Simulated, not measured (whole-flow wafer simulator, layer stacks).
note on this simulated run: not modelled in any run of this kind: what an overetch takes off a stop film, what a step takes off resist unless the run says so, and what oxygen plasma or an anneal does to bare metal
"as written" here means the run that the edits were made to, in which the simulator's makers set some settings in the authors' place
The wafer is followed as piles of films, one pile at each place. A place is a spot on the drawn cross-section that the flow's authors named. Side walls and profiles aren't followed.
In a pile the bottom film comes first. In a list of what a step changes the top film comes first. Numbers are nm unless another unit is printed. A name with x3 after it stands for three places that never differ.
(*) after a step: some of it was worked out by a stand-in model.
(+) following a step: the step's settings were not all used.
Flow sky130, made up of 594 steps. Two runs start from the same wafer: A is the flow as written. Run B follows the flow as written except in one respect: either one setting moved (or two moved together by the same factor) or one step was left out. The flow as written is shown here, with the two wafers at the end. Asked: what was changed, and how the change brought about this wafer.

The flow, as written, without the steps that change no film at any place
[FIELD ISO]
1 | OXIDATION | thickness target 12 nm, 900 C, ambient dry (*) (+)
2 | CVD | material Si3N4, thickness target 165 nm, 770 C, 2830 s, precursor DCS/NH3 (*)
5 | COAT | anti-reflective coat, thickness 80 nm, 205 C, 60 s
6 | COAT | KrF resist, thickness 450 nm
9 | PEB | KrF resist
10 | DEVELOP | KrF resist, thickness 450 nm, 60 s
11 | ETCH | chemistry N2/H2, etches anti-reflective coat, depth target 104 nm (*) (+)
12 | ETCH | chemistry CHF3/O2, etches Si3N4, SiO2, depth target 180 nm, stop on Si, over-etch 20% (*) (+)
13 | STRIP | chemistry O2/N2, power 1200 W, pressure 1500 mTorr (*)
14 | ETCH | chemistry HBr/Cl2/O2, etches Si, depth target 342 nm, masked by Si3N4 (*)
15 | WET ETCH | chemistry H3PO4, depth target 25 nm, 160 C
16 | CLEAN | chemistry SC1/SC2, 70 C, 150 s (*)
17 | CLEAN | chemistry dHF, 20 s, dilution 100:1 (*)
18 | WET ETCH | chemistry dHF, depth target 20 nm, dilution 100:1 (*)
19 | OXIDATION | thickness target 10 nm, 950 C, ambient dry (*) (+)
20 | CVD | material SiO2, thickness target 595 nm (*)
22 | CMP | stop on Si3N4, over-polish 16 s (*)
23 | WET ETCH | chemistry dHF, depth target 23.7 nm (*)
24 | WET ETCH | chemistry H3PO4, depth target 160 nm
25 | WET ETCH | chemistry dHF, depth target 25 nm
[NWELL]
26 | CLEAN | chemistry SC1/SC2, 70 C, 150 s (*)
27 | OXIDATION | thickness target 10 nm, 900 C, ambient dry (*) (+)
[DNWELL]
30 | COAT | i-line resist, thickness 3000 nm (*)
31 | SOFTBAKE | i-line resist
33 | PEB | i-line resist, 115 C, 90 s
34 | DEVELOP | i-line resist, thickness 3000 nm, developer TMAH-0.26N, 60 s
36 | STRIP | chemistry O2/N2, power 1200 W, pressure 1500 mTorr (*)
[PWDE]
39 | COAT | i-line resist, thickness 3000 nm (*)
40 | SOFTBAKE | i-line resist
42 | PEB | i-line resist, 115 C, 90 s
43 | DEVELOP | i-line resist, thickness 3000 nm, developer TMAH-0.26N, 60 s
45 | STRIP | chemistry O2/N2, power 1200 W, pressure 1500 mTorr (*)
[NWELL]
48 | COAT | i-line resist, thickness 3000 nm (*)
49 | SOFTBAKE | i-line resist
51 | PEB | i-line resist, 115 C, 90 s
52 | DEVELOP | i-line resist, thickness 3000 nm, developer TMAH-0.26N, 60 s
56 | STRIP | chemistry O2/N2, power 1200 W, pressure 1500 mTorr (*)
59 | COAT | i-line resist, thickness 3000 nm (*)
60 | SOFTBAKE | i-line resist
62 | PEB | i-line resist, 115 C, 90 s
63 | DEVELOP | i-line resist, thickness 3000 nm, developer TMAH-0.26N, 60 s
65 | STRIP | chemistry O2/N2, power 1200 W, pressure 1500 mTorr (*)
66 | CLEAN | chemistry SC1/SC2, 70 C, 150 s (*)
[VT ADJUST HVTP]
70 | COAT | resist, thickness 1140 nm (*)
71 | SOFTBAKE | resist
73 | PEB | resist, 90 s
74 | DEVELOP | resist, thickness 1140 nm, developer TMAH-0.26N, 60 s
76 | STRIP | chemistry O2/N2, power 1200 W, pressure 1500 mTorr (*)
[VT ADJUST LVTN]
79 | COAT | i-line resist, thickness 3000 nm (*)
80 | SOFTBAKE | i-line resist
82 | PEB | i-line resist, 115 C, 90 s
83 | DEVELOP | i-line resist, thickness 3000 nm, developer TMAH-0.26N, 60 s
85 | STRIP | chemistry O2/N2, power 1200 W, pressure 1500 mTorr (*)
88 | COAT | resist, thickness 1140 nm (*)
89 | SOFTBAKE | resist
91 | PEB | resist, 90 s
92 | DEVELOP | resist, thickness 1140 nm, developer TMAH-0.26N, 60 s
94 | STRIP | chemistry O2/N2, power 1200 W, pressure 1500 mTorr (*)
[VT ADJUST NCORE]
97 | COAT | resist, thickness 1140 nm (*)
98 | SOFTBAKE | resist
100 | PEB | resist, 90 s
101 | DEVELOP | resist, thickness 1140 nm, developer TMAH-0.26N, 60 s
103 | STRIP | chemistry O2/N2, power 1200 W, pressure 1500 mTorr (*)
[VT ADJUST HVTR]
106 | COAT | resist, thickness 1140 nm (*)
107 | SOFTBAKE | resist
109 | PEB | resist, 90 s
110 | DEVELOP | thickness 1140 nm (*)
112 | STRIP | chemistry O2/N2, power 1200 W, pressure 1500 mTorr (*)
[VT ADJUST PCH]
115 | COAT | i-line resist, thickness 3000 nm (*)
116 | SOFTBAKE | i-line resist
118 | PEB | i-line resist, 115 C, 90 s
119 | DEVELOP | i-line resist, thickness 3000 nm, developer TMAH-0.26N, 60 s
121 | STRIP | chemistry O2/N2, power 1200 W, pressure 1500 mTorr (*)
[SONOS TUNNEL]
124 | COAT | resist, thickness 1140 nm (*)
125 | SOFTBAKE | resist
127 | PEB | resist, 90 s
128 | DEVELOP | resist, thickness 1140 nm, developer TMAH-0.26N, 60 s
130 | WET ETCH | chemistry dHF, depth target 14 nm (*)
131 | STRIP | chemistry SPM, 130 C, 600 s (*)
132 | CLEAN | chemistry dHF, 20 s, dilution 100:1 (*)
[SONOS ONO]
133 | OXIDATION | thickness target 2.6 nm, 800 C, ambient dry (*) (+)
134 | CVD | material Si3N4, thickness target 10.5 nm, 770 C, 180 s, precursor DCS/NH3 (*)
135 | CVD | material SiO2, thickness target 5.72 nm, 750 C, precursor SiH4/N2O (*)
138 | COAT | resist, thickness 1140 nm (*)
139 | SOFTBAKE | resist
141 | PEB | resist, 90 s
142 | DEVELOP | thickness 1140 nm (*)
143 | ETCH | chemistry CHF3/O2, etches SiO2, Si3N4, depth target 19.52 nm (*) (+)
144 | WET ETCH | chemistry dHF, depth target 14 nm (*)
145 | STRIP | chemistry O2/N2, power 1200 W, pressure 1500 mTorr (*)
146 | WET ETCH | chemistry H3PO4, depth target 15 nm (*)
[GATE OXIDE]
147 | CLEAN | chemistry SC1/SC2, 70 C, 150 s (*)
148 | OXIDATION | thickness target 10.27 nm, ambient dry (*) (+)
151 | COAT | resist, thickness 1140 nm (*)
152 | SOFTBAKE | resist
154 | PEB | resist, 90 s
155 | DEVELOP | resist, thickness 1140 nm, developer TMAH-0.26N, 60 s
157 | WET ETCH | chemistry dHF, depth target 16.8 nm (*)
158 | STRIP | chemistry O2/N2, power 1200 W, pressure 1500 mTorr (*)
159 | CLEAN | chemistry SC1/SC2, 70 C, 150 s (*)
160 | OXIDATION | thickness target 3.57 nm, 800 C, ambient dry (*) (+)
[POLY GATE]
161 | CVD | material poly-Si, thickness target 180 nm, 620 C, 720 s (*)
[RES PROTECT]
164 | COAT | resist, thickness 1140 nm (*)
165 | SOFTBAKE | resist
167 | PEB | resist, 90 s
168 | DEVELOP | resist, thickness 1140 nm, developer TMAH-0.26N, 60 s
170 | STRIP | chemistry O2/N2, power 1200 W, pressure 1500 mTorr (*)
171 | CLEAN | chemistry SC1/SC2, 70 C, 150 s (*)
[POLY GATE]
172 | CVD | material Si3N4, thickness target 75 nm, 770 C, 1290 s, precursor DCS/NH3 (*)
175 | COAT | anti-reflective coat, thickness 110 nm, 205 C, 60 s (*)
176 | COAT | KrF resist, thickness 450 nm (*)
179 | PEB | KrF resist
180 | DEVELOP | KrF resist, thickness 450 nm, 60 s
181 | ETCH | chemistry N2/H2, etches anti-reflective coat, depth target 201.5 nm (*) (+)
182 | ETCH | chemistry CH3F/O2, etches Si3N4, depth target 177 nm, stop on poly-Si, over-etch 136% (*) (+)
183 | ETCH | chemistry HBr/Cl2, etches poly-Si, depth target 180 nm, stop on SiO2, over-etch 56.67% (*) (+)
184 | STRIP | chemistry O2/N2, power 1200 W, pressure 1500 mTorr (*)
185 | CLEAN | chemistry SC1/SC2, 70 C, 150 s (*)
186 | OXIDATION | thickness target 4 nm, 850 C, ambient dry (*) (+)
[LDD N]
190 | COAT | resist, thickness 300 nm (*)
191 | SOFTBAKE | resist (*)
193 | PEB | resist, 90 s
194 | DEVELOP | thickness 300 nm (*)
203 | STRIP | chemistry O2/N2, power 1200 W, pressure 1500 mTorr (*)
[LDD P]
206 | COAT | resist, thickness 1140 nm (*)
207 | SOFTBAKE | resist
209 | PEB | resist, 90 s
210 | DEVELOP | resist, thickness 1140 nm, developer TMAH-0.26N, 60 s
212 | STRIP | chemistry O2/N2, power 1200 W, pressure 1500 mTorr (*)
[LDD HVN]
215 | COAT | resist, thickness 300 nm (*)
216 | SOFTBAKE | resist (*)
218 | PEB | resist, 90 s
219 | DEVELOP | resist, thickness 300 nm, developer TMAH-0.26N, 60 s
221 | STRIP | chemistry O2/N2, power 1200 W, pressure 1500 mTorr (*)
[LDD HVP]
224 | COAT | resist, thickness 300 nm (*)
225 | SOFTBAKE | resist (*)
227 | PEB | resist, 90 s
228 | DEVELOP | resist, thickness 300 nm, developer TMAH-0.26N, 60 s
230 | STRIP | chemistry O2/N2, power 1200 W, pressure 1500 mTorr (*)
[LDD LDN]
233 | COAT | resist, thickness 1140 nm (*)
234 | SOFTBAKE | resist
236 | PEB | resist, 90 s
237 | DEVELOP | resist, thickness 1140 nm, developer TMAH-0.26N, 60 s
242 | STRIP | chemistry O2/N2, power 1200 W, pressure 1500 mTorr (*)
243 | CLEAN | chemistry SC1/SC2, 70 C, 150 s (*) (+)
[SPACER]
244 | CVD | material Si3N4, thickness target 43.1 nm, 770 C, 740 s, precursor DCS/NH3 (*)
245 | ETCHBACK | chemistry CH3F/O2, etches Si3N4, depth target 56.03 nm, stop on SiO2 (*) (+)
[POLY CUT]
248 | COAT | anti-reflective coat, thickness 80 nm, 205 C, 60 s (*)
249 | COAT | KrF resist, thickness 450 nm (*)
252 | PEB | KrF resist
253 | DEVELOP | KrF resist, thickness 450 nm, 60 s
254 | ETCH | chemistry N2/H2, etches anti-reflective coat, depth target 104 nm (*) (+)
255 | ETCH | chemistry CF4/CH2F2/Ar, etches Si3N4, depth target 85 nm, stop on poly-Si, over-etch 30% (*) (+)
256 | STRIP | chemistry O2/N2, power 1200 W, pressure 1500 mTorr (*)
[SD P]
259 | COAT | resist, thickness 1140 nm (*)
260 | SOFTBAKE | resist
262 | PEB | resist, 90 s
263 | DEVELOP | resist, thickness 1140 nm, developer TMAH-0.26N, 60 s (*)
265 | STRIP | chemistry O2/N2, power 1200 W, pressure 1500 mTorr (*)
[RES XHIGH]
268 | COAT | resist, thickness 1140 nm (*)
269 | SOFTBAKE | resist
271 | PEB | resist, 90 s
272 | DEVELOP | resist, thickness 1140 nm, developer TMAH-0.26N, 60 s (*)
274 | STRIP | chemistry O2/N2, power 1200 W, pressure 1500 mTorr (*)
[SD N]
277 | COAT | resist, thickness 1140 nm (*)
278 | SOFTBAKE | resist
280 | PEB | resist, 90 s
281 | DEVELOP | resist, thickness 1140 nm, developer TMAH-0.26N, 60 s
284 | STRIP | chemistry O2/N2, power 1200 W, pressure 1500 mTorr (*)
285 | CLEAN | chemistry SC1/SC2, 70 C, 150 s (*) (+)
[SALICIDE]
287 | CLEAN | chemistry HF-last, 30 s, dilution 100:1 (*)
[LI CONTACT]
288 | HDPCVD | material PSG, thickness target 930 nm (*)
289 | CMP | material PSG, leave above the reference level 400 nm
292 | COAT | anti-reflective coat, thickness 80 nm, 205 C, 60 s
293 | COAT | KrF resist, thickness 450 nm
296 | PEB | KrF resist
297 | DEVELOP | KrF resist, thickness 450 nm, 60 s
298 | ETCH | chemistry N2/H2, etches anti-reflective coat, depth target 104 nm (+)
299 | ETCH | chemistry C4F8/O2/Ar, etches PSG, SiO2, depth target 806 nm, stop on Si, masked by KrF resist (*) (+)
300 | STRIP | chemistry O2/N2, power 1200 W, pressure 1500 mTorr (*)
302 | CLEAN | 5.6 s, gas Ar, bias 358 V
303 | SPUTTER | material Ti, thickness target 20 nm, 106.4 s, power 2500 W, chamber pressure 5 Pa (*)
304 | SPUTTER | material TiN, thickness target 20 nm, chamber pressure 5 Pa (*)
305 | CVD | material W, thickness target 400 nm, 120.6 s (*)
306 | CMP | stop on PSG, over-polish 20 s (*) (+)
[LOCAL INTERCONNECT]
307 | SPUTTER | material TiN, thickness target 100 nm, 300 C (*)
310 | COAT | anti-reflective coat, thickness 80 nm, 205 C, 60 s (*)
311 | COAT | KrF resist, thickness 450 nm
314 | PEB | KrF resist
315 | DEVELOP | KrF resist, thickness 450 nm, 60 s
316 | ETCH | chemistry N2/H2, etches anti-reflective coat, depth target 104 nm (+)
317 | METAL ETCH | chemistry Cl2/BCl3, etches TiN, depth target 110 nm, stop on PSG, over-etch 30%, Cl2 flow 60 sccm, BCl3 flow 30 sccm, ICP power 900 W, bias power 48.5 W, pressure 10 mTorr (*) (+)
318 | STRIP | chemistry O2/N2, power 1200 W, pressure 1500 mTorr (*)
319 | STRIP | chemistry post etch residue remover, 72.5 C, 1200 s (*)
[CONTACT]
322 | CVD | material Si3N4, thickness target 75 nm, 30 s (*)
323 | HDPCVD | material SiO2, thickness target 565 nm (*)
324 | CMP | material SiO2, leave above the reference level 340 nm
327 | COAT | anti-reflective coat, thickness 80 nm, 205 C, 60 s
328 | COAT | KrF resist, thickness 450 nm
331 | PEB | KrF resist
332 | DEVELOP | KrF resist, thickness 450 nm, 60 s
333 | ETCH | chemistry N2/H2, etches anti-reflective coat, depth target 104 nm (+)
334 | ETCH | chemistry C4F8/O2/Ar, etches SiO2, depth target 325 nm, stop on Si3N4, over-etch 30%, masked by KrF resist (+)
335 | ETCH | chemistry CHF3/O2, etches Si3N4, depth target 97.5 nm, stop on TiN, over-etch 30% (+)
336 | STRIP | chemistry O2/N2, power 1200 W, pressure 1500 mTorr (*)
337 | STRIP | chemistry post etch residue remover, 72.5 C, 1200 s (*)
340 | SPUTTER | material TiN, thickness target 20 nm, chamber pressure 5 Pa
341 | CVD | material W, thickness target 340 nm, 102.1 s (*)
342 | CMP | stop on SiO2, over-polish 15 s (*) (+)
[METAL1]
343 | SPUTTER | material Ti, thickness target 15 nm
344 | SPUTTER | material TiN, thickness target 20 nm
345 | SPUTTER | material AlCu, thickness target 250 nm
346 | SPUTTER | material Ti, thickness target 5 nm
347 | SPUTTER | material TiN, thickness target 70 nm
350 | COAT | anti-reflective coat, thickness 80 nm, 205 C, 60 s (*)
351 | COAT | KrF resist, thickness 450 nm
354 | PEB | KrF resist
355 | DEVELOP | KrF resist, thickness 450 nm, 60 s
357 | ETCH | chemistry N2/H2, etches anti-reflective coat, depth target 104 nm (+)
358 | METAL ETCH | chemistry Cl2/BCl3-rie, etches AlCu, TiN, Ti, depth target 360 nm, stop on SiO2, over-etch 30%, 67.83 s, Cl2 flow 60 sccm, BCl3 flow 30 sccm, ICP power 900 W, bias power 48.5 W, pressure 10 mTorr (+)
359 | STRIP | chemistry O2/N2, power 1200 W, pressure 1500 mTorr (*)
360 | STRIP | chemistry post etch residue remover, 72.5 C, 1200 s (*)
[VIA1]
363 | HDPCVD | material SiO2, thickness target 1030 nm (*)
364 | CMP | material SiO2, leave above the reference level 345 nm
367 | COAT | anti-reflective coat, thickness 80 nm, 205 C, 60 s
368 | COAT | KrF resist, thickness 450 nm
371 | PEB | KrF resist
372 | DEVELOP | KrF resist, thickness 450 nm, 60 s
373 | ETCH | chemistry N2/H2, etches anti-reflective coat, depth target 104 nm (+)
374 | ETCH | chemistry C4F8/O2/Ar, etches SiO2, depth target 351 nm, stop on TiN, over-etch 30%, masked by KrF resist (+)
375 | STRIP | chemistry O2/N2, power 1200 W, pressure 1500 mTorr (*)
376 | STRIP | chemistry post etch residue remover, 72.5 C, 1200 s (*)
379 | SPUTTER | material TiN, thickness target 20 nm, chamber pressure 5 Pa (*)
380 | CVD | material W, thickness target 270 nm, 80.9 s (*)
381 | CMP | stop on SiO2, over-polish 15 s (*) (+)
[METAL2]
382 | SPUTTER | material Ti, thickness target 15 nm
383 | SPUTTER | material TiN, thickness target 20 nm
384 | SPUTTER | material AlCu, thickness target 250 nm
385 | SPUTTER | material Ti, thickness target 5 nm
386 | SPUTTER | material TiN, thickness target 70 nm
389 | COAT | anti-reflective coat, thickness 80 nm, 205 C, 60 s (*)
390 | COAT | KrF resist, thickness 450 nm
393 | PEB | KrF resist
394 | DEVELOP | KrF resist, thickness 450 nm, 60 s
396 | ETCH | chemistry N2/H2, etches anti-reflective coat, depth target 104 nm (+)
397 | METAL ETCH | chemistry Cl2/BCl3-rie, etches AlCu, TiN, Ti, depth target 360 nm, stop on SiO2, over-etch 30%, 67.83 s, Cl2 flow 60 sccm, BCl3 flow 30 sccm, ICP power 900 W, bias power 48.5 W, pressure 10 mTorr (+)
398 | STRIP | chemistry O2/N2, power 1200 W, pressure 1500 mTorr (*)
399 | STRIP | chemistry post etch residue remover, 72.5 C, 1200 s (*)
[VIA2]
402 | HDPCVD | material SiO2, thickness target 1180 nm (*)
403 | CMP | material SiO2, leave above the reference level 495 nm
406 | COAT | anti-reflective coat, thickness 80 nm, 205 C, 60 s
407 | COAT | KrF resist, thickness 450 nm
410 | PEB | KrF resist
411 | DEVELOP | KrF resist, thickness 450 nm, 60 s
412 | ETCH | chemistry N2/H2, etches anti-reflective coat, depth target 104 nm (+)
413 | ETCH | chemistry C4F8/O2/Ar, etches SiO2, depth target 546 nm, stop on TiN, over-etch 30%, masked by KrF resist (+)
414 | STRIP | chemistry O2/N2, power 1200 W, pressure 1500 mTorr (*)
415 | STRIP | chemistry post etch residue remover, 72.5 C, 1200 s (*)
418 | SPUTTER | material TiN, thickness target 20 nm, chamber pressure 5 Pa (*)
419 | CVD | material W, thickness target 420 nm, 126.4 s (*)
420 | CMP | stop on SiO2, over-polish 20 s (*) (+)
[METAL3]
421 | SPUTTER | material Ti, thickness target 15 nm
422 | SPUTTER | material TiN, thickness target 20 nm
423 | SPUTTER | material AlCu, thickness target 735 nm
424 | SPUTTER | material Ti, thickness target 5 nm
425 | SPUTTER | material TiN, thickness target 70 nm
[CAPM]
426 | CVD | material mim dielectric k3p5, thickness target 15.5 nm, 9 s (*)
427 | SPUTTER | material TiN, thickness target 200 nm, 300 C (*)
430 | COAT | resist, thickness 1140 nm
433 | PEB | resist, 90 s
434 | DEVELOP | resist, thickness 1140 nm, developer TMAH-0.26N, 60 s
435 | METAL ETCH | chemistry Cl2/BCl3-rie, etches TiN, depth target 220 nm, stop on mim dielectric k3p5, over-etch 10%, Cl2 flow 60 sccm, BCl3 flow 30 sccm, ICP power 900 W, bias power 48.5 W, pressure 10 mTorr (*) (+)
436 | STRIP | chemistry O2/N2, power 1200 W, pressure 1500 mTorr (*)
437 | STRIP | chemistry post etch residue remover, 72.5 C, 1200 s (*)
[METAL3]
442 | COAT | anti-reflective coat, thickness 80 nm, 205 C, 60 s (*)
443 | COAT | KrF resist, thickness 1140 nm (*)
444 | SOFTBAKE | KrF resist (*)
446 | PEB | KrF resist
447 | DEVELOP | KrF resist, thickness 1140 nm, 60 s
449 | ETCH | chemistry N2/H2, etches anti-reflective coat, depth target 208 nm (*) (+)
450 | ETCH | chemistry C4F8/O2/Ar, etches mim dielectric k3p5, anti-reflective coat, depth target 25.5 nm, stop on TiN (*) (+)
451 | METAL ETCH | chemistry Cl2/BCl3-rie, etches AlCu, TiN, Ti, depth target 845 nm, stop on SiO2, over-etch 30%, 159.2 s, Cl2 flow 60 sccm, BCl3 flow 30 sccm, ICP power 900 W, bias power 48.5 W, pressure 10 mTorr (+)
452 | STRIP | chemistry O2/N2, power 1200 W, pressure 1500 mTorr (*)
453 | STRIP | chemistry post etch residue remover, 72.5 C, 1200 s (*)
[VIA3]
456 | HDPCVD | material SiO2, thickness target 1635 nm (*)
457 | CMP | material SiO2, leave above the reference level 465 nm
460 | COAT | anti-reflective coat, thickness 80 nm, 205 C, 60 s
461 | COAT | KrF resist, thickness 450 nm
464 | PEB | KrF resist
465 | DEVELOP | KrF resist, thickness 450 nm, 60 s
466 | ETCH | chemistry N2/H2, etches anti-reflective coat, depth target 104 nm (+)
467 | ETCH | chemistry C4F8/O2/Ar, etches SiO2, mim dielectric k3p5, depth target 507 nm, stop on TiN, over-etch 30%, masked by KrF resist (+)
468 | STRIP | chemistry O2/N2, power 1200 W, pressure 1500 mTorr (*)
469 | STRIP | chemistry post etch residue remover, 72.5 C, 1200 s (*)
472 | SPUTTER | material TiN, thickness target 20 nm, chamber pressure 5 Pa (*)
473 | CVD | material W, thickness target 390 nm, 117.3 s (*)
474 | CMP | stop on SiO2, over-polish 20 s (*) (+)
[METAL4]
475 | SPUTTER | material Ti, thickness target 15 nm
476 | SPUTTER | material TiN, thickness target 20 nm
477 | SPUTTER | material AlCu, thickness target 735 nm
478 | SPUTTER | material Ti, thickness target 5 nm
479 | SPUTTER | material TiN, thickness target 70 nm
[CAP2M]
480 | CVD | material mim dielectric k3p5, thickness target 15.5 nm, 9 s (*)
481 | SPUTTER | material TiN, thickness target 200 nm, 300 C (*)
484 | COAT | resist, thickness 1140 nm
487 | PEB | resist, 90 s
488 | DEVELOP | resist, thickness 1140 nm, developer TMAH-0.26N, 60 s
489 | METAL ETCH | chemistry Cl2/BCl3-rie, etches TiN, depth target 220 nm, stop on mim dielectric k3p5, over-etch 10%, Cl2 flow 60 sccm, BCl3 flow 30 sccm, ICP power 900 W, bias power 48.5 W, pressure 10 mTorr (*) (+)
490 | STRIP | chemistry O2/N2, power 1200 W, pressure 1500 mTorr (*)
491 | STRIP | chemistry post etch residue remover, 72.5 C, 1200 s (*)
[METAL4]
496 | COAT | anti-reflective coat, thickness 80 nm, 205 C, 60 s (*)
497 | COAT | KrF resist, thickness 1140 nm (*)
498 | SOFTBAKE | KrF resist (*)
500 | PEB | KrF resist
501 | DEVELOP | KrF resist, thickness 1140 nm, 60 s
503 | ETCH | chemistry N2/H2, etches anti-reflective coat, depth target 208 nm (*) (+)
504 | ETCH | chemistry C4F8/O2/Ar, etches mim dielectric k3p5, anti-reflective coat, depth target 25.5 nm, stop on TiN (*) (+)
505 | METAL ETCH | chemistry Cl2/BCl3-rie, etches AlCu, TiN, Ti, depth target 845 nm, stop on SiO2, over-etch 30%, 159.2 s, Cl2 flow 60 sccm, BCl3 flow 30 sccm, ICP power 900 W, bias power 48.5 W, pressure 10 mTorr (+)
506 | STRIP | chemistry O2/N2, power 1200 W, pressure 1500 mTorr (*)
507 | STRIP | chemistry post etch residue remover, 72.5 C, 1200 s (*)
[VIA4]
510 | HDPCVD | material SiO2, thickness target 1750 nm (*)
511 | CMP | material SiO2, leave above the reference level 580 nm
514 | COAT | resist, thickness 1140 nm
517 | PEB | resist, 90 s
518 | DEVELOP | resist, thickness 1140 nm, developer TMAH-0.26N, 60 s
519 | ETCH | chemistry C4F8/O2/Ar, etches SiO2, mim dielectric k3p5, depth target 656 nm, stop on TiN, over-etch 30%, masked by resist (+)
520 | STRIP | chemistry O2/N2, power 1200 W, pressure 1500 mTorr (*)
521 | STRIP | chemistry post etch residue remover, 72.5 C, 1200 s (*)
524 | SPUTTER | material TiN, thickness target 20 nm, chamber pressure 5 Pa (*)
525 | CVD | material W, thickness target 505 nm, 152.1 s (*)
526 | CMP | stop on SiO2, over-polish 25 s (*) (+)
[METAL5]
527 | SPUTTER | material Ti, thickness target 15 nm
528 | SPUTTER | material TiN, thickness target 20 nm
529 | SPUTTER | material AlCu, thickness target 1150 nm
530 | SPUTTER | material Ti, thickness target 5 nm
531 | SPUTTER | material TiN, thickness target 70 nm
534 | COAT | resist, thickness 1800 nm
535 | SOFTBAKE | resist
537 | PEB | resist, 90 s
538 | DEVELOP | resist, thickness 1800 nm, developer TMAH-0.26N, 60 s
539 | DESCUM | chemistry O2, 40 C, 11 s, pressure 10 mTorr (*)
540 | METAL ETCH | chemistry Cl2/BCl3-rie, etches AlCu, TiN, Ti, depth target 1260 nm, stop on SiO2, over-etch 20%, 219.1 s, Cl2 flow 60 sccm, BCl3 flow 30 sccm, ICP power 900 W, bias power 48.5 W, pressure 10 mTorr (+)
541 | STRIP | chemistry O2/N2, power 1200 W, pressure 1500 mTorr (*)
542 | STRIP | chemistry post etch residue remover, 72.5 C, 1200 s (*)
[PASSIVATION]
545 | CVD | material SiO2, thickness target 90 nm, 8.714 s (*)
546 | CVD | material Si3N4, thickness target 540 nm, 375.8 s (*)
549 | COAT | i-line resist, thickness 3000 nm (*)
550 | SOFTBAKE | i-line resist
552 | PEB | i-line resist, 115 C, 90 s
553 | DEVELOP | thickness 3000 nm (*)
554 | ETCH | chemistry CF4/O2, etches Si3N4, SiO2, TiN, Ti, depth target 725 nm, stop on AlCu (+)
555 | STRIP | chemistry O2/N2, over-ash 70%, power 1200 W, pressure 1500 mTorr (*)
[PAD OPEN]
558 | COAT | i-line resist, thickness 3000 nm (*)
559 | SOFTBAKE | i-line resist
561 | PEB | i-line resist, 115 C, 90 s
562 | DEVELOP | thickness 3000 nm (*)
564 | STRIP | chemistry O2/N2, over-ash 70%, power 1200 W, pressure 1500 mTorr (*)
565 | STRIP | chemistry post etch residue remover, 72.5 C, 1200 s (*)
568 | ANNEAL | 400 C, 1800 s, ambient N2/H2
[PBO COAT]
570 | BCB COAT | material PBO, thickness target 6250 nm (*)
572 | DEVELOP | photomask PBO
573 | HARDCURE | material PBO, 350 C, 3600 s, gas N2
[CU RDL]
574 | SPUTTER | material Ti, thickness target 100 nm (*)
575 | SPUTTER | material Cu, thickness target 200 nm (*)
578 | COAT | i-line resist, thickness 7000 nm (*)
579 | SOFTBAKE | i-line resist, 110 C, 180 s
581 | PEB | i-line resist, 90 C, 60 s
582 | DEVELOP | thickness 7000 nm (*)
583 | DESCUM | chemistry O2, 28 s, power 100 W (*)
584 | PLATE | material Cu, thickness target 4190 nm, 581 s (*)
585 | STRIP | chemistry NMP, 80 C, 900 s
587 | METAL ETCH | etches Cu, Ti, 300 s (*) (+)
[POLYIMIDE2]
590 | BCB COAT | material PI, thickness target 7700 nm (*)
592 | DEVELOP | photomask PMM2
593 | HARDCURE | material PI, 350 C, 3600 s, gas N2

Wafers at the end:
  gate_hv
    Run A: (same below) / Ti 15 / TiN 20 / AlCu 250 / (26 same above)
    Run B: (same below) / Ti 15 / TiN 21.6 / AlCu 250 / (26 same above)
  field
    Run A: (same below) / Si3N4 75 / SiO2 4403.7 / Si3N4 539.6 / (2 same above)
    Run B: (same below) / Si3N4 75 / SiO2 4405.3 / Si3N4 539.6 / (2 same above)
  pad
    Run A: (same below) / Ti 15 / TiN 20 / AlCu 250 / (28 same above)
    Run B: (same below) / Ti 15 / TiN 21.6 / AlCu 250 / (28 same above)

The reason: step 344, SPUTTER: thickness target 21.6 nm was run, while the flow as written has thickness target 20 nm.
The wafer itself shows it: gate_hv has TiN 21.6, and step 344 as written asks for 20 nm.

Step by step, how the change led to this:
  344 | SPUTTER | material TiN, thickness target 20 nm
      field, active, n_well and 188 more: A TiN gains 20 (new film) | B TiN gains 21.6 (new film)
  358 | METAL ETCH | chemistry Cl2/BCl3-rie, etches AlCu, TiN, Ti, depth target 360 nm, stop on SiO2, over-etch 30%, 67.83 s, Cl2 flow 60 sccm, BCl3 flow 30 sccm, ICP power 900 W, bias power 48.5 W, pressure 10 mTorr (+)
      field, active, gate and 81 more: A TiN loses 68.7 (all of it), Ti loses 5 (all of it), AlCu loses 250 (all of it), TiN loses 20 (all of it), Ti loses 15 (all of it), SiO2 loses 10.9 | B TiN loses 68.7 (all of it), Ti loses 5 (all of it), AlCu loses 250 (all of it), TiN loses 21.6 (all of it), Ti loses 15 (all of it), SiO2 loses 10.8
